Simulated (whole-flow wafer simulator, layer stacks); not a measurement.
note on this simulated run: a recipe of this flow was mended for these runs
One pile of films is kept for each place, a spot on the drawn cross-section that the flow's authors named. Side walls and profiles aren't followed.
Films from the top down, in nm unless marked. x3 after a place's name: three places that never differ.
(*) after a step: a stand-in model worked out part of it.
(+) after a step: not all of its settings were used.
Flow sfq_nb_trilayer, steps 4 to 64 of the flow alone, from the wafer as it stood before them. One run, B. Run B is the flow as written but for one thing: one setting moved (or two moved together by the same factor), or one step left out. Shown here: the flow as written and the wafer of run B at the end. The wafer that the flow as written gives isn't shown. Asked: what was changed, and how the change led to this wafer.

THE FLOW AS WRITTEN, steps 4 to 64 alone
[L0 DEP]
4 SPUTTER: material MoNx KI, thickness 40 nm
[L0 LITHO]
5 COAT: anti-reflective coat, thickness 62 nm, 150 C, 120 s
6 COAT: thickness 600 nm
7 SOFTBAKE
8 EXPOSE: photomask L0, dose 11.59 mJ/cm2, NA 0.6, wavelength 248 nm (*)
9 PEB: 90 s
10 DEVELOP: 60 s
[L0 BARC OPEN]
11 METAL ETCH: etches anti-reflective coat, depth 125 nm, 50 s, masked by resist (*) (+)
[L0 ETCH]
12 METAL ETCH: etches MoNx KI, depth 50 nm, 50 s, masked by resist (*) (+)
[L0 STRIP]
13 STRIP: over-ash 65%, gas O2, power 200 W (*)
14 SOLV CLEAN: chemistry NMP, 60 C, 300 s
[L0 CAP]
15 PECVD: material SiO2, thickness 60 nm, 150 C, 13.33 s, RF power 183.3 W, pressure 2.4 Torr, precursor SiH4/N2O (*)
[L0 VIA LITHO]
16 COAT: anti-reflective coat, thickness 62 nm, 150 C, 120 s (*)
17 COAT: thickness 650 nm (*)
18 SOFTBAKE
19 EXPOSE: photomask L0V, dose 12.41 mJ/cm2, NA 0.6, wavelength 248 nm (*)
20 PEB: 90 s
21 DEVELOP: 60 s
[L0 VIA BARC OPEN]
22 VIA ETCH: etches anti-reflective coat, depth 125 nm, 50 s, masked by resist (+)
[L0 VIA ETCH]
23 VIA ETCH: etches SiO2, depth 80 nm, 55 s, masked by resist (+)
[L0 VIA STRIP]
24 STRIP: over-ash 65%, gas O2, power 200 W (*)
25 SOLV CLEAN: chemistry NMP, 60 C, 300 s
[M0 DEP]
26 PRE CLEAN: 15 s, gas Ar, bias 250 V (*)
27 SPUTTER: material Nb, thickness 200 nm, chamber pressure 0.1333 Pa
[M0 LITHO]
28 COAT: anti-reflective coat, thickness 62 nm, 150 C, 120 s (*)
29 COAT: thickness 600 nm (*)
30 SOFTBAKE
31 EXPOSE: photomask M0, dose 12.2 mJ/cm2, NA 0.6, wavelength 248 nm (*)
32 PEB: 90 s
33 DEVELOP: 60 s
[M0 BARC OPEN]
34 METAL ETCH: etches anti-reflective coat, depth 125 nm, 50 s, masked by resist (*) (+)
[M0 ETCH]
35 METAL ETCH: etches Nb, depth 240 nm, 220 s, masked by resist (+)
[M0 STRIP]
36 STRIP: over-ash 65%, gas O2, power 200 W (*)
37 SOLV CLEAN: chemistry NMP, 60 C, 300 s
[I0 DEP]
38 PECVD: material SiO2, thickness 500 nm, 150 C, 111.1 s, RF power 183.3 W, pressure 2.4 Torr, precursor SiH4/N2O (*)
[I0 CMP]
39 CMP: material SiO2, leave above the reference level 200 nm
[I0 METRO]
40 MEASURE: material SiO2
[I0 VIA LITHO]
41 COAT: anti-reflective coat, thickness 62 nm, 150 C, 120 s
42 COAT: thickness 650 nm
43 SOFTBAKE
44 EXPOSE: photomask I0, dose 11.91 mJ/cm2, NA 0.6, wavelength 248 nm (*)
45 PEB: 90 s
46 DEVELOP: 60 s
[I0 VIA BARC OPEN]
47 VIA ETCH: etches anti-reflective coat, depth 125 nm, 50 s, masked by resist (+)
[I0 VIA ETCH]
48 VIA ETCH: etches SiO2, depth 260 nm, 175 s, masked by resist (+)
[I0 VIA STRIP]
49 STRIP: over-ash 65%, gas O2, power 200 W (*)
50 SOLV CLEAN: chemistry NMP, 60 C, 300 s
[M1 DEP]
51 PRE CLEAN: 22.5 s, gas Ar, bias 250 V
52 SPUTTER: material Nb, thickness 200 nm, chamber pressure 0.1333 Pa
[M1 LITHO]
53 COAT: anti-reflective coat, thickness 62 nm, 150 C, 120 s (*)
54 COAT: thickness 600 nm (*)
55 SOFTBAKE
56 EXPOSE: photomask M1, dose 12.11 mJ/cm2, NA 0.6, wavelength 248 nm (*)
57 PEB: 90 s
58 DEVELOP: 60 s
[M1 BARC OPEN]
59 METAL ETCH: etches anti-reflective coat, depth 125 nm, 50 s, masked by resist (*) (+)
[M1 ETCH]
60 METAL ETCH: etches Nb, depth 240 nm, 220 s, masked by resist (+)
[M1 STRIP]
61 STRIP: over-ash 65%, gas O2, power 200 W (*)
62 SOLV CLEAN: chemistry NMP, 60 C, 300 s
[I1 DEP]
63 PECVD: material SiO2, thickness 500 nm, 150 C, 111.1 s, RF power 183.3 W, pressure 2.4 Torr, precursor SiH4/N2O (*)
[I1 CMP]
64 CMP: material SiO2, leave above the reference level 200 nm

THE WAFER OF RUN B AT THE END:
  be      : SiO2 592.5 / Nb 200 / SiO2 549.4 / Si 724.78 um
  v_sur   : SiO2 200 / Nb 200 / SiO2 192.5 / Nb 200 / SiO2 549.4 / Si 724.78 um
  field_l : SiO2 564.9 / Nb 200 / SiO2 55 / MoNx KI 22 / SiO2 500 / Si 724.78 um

The cause: step 4, SPUTTER: thickness 22 nm was run, where the flow has thickness 40 nm.
It can be read off the wafer: field_l has MoNx KI 22, and step 4 as written asks for 40 nm.

How the change led to this, step by step:
  4 SPUTTER: material MoNx KI, thickness 40 nm
      field_l, v_sur, via_wl and 103 more: MoNx KI +22 (new film) (as written it would be: MoNx KI +40 (new film))
  12 METAL ETCH: etches MoNx KI, depth 50 nm, 50 s, masked by resist (*) (+)
      v_sur, via_wl, via_w and 97 more: MoNx KI -22 (all of it), SiO2 -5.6 (as written it would be: MoNx KI -40 (all of it), SiO2 -2)
  16 COAT: anti-reflective coat, thickness 62 nm, 150 C, 120 s (*)
      l0r_line_c, l0r_line_r: anti-reflective coat +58 (new film) (as written it would be: anti-reflective coat +56.2 (new film))
      field_l: anti-reflective coat +53.9 (new film) (as written it would be: anti-reflective coat +50 (new film))
      (and at 7 more places)
  22 VIA ETCH: etches anti-reflective coat, depth 125 nm, 50 s, masked by resist (+)
      l0v: anti-reflective coat -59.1 (all of it), SiO2 -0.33 (as written it would be: anti-reflective coat -57.9 (all of it), SiO2 -0.34)
  24 STRIP: over-ash 65%, gas O2, power 200 W (*)
      field_l: KrF-resist-other-grade -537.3 (all of it), anti-reflective coat -53.9 (all of it) (as written it would be: KrF-resist-other-grade -534.7 (all of it), anti-reflective coat -50 (all of it))
      v_sur: KrF-resist-other-grade -543.4 (all of it), anti-reflective coat -72.8 (all of it) (as written it would be: KrF-resist-other-grade -544.6 (all of it), anti-reflective coat -78.1 (all of it))
      (and at 7 more places)
  28 COAT: anti-reflective coat, thickness 62 nm, 150 C, 120 s (*)
      l0r_line_c, l0r_line_r: anti-reflective coat +58.1 (new film) (as written it would be: anti-reflective coat +56.5 (new film))
      field_l: anti-reflective coat +54.2 (new film) (as written it would be: anti-reflective coat +50.5 (new film))
      (and at 7 more places)
  36 STRIP: over-ash 65%, gas O2, power 200 W (*)
      l0r_line_c, l0r_line_r: KrF-resist-other-grade -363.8 (all of it), anti-reflective coat -58.1 (all of it) (as written it would be: KrF-resist-other-grade -363.4 (all of it), anti-reflective coat -56.5 (all of it))
      field_l: KrF-resist-other-grade -359.9 (all of it), anti-reflective coat -54.2 (all of it) (as written it would be: KrF-resist-other-grade -357.4 (all of it), anti-reflective coat -50.5 (all of it))
      (and at 7 more places)
  39 CMP: material SiO2, leave above the reference level 200 nm
      field_l, l0_sur, l0r_line_l, l0r_line_c, l0r_line_r: SiO2 -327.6 (as written it would be: SiO2 -342)
      l0v: SiO2 -263 (as written it would be: SiO2 -277.4)
